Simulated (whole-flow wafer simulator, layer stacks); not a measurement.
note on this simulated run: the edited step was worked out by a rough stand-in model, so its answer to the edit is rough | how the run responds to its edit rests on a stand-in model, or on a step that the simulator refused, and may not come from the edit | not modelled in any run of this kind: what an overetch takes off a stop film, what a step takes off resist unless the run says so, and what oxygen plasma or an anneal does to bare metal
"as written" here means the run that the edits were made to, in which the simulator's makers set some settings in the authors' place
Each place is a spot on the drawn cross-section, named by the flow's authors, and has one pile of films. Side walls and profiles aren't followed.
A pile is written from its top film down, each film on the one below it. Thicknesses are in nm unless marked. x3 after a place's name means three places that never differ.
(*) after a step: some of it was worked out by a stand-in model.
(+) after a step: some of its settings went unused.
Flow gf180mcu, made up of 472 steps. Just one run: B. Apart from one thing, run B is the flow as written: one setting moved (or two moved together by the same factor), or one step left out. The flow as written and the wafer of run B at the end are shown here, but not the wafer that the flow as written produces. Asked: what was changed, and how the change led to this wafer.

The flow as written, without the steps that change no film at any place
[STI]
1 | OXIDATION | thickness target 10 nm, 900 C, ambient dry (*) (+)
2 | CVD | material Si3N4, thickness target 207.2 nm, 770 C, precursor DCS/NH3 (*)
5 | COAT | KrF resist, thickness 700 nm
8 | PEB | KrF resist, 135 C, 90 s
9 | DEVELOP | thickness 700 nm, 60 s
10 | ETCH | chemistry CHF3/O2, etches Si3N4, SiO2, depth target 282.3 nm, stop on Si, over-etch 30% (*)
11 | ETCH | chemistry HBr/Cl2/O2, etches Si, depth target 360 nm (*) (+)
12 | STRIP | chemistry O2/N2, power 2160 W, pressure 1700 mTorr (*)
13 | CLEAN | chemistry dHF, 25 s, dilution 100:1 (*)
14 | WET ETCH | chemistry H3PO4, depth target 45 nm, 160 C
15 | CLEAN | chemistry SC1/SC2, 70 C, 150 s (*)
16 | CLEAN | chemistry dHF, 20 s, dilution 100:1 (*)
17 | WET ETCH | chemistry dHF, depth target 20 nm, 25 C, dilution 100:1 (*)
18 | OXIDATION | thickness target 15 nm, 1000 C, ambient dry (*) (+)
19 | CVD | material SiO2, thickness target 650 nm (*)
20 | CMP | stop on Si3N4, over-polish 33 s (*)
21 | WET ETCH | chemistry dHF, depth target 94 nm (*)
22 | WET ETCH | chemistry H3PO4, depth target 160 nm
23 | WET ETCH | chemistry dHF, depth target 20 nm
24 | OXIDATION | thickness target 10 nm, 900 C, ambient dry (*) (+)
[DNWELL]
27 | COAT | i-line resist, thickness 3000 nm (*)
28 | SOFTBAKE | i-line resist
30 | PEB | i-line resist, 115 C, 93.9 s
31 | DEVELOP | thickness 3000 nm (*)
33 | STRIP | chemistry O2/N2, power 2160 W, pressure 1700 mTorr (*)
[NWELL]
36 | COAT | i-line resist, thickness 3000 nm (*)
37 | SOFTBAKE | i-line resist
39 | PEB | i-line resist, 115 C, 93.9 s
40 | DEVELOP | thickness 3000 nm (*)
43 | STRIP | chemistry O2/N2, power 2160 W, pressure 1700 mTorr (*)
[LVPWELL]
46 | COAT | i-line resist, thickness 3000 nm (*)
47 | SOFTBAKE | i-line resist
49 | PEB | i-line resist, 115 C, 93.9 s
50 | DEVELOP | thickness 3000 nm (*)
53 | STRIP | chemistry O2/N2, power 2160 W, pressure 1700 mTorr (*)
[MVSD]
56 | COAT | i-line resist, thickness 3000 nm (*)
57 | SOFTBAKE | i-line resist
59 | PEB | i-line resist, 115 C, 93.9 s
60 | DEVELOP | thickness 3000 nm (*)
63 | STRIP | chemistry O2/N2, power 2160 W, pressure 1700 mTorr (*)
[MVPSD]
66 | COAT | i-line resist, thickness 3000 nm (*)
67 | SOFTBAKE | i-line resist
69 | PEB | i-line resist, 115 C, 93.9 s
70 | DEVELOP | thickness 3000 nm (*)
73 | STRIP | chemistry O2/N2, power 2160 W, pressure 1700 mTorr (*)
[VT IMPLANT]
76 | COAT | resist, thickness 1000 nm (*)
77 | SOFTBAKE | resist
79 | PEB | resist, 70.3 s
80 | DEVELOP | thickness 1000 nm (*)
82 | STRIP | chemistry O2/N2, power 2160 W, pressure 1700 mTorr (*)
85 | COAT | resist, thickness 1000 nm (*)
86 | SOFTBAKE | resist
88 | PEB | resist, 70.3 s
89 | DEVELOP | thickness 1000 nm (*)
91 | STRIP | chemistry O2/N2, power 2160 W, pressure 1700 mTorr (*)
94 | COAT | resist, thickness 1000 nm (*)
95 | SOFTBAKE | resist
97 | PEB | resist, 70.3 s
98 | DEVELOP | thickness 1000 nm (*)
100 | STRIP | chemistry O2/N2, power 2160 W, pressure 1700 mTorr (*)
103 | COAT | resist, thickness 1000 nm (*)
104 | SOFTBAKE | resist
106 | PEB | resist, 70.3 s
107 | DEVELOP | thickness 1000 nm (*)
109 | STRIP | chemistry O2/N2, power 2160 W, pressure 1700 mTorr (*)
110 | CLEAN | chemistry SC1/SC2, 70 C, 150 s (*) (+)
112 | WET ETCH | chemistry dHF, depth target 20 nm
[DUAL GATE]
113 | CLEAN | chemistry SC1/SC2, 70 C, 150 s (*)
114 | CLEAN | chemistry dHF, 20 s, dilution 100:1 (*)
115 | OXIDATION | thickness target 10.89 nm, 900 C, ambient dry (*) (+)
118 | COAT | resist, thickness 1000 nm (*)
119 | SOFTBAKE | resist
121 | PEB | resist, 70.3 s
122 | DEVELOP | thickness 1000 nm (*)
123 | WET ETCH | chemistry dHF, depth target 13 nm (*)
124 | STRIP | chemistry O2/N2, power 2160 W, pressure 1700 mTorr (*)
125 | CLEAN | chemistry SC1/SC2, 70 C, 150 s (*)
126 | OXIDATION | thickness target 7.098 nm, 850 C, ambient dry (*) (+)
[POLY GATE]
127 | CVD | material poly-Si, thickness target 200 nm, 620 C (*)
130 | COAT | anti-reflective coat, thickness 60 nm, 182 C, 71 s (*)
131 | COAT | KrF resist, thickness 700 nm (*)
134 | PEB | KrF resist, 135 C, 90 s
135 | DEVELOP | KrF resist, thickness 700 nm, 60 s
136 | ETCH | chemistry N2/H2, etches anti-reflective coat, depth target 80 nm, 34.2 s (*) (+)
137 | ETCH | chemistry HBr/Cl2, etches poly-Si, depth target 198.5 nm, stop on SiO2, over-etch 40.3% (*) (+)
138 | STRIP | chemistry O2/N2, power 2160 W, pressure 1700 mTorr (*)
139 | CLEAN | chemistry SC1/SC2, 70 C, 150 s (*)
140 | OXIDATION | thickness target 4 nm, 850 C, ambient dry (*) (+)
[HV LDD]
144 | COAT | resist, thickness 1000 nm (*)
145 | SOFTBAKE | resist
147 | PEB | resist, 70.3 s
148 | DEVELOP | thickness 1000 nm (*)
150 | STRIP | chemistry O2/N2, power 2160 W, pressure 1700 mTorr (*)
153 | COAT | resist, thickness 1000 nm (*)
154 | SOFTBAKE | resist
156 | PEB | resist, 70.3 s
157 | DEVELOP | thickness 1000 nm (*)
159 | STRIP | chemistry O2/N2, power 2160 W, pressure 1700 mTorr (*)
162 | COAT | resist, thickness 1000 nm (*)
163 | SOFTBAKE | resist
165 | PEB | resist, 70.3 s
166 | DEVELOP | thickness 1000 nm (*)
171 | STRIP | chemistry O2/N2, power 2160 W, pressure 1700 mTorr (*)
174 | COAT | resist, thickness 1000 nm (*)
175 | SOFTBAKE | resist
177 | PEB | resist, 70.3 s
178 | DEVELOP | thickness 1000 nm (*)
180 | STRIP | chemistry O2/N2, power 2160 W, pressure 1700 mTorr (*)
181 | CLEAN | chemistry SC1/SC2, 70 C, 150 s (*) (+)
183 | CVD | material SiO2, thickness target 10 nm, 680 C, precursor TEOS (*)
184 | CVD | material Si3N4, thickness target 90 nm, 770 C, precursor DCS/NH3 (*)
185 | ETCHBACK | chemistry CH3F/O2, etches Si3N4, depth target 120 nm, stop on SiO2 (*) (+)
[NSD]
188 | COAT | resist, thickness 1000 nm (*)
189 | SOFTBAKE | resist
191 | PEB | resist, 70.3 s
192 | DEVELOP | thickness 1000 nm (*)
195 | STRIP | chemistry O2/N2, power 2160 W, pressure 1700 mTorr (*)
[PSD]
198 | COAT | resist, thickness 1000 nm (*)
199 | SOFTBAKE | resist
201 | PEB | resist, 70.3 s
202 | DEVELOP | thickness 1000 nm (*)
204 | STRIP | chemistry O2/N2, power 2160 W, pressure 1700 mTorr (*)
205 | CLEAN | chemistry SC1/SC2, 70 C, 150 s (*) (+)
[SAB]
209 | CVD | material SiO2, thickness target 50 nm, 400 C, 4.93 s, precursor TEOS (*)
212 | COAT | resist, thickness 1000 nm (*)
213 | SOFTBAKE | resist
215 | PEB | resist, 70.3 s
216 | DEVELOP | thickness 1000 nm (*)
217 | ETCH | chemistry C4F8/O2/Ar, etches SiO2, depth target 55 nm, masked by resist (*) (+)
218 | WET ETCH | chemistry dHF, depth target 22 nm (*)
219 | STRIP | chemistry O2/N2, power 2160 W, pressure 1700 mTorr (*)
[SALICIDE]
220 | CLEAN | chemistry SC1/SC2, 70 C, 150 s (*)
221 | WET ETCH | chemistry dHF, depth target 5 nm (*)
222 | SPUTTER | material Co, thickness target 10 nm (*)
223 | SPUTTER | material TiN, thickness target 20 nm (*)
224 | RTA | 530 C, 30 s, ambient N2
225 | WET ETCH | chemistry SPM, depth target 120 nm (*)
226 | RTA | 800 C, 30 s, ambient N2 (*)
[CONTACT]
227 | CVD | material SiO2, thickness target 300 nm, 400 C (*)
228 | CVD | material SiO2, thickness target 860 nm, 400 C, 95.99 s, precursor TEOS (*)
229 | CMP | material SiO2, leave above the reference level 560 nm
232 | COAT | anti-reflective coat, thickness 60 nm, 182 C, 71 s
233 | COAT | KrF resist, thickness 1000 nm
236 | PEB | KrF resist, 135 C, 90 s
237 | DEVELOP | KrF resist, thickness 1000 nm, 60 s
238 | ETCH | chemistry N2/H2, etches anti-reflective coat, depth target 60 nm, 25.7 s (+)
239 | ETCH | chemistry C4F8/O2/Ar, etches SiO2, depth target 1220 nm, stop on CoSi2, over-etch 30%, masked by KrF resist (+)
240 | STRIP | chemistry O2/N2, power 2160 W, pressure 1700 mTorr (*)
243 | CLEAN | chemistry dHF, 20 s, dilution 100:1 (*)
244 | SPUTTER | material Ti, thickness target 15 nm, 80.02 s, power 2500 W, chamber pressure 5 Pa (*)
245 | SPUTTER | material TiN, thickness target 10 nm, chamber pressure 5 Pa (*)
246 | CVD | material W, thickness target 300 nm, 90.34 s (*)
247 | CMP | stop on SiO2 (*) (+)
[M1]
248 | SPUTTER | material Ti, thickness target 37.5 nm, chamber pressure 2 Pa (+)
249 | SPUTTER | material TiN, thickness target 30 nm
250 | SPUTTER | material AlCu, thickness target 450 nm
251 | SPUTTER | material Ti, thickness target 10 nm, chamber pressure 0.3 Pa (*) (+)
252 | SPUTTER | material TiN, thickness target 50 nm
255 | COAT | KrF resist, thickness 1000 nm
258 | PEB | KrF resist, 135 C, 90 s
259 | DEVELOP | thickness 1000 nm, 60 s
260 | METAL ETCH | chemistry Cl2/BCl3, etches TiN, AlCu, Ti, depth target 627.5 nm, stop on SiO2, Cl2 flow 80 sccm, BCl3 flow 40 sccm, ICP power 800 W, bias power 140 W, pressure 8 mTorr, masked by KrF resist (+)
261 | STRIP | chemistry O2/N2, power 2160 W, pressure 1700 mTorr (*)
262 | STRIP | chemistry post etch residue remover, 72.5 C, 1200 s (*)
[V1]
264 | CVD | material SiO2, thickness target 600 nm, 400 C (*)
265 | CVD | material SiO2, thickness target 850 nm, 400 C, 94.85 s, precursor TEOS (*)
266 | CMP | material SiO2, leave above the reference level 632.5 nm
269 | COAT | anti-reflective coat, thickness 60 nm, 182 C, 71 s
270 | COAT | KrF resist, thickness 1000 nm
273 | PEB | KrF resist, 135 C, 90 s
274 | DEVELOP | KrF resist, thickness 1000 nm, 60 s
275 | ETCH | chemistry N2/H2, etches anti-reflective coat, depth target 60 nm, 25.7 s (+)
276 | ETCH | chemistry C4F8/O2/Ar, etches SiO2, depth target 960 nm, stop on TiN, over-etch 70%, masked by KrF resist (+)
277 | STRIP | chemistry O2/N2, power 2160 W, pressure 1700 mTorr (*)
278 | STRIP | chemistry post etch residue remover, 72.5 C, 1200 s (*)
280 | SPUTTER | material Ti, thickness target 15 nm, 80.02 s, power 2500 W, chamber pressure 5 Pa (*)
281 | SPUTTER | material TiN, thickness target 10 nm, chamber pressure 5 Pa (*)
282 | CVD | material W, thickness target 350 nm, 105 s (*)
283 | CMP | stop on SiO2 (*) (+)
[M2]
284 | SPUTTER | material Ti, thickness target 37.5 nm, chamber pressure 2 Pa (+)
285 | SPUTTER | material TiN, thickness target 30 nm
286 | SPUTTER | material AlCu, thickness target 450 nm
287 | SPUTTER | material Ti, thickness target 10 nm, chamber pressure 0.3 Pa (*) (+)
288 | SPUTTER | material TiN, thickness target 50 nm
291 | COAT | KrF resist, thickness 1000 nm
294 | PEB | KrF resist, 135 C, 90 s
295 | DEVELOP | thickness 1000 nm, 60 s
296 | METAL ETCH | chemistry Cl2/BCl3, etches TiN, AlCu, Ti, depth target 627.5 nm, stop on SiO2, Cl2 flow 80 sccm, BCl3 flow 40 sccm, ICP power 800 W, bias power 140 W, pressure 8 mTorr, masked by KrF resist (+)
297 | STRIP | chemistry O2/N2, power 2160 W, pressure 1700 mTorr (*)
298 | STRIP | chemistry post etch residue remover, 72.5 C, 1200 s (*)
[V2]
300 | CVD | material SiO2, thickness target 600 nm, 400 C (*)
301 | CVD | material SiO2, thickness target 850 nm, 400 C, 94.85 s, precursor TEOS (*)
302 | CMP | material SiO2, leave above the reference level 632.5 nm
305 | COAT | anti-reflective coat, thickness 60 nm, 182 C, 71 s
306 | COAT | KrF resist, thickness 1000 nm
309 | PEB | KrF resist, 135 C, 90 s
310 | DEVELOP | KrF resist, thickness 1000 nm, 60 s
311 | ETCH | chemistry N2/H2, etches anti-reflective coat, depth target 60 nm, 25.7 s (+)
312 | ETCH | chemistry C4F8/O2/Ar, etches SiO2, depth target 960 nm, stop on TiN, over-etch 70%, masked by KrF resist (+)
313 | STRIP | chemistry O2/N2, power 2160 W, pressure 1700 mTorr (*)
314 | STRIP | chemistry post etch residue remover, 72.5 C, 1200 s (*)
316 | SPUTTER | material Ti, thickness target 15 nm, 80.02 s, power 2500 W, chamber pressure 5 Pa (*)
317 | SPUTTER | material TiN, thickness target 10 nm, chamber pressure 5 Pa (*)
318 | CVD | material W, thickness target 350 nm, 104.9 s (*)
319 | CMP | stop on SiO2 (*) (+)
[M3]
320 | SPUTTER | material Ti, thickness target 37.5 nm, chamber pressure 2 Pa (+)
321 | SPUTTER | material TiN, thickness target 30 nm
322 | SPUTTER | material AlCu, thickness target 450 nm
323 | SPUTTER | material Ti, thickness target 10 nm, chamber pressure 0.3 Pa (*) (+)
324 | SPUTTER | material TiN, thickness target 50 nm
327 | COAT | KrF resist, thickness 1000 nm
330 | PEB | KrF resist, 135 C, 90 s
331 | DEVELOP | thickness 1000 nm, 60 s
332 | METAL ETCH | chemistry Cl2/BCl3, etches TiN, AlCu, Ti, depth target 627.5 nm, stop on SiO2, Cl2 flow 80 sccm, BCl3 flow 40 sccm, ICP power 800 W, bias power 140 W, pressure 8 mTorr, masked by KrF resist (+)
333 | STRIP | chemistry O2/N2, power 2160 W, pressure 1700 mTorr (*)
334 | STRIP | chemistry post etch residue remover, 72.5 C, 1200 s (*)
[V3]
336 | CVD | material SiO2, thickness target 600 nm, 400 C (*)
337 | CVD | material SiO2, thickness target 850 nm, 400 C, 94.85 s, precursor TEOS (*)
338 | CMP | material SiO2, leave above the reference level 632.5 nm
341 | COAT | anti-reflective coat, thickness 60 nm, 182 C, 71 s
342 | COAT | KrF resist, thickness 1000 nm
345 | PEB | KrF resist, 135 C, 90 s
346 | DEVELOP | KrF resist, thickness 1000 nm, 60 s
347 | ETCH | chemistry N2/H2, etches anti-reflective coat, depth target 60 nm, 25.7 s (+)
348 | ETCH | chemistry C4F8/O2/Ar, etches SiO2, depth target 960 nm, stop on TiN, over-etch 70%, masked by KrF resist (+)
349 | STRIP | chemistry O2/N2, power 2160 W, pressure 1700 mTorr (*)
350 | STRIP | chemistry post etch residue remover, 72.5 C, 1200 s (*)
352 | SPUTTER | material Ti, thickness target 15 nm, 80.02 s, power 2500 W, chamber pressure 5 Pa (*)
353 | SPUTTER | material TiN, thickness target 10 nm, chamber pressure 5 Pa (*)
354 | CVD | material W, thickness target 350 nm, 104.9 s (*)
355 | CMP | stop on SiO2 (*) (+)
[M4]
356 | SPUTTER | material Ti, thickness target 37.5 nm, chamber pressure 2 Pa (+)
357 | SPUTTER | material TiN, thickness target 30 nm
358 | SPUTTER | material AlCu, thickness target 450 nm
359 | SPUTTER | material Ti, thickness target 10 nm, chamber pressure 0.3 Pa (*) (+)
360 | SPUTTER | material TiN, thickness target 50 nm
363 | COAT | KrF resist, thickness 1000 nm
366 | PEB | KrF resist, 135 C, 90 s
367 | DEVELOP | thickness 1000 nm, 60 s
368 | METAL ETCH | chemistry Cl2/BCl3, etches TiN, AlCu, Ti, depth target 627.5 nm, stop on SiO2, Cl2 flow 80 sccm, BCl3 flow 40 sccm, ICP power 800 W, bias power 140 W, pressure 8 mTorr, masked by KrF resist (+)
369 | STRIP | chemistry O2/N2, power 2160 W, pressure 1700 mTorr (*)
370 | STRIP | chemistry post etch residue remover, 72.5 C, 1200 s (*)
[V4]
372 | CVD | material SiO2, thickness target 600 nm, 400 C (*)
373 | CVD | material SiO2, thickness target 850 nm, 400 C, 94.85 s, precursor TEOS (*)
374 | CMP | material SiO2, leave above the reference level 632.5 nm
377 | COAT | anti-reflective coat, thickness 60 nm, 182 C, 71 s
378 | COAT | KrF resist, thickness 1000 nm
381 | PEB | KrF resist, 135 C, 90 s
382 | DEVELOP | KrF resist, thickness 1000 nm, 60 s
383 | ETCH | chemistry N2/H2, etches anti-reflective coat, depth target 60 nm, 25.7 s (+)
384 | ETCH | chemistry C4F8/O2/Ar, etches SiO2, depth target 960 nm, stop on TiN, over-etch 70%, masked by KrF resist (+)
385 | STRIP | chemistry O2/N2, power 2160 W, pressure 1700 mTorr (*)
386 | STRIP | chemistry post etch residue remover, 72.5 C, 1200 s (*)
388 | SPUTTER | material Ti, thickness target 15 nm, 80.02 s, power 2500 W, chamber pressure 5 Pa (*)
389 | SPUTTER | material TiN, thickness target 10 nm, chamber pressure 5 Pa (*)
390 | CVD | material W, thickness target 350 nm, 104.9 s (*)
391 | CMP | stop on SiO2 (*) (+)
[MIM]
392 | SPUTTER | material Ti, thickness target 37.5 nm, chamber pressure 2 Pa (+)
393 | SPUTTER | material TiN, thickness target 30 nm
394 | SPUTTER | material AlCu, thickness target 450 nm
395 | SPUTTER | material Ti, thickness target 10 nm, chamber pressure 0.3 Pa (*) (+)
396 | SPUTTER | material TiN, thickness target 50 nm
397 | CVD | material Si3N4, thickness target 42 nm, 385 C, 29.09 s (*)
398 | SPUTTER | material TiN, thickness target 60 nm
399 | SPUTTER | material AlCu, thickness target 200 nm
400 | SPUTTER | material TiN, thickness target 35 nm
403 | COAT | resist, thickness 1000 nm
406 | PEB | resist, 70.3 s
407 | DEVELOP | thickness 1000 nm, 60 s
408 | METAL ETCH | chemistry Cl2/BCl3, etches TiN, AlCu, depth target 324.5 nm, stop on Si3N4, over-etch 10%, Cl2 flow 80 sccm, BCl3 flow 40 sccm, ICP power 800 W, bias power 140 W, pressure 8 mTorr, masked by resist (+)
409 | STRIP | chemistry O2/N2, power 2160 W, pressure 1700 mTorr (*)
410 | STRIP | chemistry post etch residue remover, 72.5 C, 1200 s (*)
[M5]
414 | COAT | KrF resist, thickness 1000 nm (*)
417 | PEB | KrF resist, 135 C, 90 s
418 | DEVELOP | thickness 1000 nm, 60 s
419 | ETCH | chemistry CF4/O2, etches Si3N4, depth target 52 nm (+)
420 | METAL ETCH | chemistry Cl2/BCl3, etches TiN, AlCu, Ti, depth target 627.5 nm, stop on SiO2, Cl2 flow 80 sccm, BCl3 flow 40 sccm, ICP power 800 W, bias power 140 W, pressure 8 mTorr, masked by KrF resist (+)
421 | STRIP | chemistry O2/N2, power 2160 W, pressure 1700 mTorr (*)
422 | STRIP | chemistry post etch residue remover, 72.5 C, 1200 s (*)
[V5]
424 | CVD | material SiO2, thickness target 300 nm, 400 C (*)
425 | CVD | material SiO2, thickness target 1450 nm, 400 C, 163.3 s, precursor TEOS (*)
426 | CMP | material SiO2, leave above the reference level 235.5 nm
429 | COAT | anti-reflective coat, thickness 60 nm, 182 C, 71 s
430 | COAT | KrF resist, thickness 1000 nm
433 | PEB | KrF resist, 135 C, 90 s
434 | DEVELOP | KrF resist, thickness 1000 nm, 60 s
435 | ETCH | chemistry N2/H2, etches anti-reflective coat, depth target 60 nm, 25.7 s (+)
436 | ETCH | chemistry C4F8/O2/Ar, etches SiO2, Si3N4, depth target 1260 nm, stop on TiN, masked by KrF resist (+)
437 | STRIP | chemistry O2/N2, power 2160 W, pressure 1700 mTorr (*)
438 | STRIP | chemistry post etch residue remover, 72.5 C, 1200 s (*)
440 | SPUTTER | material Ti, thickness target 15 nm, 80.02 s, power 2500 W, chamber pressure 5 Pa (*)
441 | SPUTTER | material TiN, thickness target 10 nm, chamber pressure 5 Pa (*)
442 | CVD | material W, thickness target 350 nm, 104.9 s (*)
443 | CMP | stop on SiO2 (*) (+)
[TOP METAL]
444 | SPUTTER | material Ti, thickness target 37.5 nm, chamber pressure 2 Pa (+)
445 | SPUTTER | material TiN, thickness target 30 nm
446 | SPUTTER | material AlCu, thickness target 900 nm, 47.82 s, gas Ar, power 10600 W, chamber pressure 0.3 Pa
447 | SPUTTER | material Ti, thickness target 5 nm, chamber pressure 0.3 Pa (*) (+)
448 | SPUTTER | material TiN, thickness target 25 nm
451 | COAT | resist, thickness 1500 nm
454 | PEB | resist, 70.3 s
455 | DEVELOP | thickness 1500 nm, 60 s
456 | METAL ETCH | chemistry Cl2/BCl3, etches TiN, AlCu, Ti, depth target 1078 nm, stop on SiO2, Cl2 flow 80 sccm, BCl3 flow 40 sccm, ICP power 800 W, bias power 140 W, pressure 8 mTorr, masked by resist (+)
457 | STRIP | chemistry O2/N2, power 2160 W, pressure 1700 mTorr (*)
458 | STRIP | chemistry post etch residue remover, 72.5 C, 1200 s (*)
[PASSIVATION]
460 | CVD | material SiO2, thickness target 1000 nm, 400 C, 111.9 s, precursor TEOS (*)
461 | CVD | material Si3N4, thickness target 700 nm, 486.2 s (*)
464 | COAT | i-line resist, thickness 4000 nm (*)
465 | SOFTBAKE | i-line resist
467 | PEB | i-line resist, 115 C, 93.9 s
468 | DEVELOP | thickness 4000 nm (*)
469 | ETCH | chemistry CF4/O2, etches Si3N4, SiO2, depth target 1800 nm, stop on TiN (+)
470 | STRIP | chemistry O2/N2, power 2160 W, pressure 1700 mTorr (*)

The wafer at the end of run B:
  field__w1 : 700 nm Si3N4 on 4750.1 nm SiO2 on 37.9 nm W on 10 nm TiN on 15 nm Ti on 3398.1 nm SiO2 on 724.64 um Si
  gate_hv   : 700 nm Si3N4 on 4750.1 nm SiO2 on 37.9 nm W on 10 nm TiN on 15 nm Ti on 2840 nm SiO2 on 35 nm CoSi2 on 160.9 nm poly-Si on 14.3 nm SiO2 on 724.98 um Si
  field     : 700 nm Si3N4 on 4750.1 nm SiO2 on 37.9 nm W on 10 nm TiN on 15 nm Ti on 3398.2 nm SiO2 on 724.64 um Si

What caused this: step 301, CVD: thickness target 446 nm was run, though the flow has thickness target 850 nm; step 301, CVD: 49.8 s was run, where the flow has 94.85 s.

The path from the change to this, step by step:
  301 | CVD | material SiO2, thickness target 850 nm, 400 C, 94.85 s, precursor TEOS (*)
      field, field__w1, field__w2 and 108 more: SiO2 gains 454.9 (in the flow as written it would be: SiO2 gains 850)
  302 | CMP | material SiO2, leave above the reference level 632.5 nm
      field, field__w1, field__w2 and 103 more: nothing (in the flow as written it would be: SiO2 loses 300)
      field__w8, contact, m1, m1__w1, m1_nw: SiO2 loses 482 (in the flow as written it would be: SiO2 loses 877.1)
  305 | COAT | anti-reflective coat, thickness 60 nm, 182 C, 71 s
      field: anti-reflective coat gains 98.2 (new film) (in the flow as written it would be: anti-reflective coat gains 60 (new film))
      field__w1: anti-reflective coat gains 83.1 (new film) (in the flow as written it would be: anti-reflective coat gains 60 (new film))
      (also at 18 further places)
  306 | COAT | KrF resist, thickness 1000 nm
      m1, m1_nw: KrF resist gains 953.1 (new film) (in the flow as written it would be: KrF resist gains 1000 (new film))
      n_well: KrF resist gains 977.5 (new film) (in the flow as written it would be: KrF resist gains 1000 (new film))
      (also at 6 further places)
  310 | DEVELOP | KrF resist, thickness 1000 nm, 60 s
      contact: KrF resist loses 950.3 (all of it) (in the flow as written it would be: KrF resist loses 989.5 (all of it))
  311 | ETCH | chemistry N2/H2, etches anti-reflective coat, depth target 60 nm, 25.7 s (+)
      contact: anti-reflective coat loses 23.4 (all of it), SiO2 loses 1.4 (in the flow as written it would be: anti-reflective coat loses 60 (all of it), SiO2 loses 0.46)
  313 | STRIP | chemistry O2/N2, power 2160 W, pressure 1700 mTorr (*)
      field: KrF resist loses 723 (all of it), anti-reflective coat loses 98.2 (all of it) (in the flow as written it would be: KrF resist loses 739.2 (all of it), anti-reflective coat loses 60 (all of it))
      field__w1: KrF resist loses 720.7 (all of it), anti-reflective coat loses 83.1 (all of it) (in the flow as written it would be: KrF resist loses 739.2 (all of it), anti-reflective coat loses 60 (all of it))
      (also at 17 further places)
  316 | SPUTTER | material Ti, thickness target 15 nm, 80.02 s, power 2500 W, chamber pressure 5 Pa (*)
      contact: Ti gains 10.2 (new film) (in the flow as written it would be: Ti gains 9.65 (new film))
  318 | CVD | material W, thickness target 350 nm, 104.9 s (*)
      contact: W gains 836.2 (new film) (in the flow as written it would be: W gains 932.3 (new film))
  319 | CMP | stop on SiO2 (*) (+)
      field, field__w1, field__w2 and 103 more: W loses 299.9 (in the flow as written it would be: W loses 350 (all of it), TiN loses 10 (all of it), Ti loses 15 (all of it), SiO2 loses 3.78)
      field__w8, m1, m1__w1, m1_nw: W loses 350 (all of it), TiN loses 10 (all of it), Ti loses 15 (all of it), SiO2 loses 20 (in the flow as written it would be: W loses 350 (all of it), TiN loses 10 (all of it), Ti loses 15 (all of it), SiO2 loses 3.78)
      (also at 1 further place)
  332 | METAL ETCH | chemistry Cl2/BCl3, etches TiN, AlCu, Ti, depth target 627.5 nm, stop on SiO2, Cl2 flow 80 sccm, BCl3 flow 40 sccm, ICP power 800 W, bias power 140 W, pressure 8 mTorr, masked by KrF resist (+)
      field, field__w1, field__w2 and 103 more: TiN loses 50 (all of it), Ti loses 10 (all of it), AlCu loses 450 (all of it), TiN loses 30 (all of it), Ti loses 37.5 (all of it), W loses 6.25 (in the flow as written it would be: TiN loses 50 (all of it), Ti loses 10 (all of it), AlCu loses 450 (all of it), TiN loses 30 (all of it), Ti loses 37.5 (all of it))
  334 | STRIP | chemistry post etch residue remover, 72.5 C, 1200 s (*)
      field, field__w1, field__w2 and 103 more: W loses 6.01 (in the flow as written it would be: nothing)
  336 | CVD | material SiO2, thickness target 600 nm, 400 C (*)
      field, field__w1, field__w2 and 103 more: SiO2 gains 600 (new film) (in the flow as written it would be: SiO2 gains 600)
  338 | CMP | material SiO2, leave above the reference level 632.5 nm
      field, field__w1, field__w2 and 103 more: SiO2 loses 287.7 (in the flow as written it would be: SiO2 loses 300)
With metal films that touch counted as one body, field__w1 has 1 body; the flow as written gives 0 bodies.
With metal films that touch counted as one body, gate_hv has 2 bodies (between them, from the top down: SiO2 2840); the flow as written gives 1 body.
With metal films that touch counted as one body, field has 1 body; the flow as written gives 0 bodies.
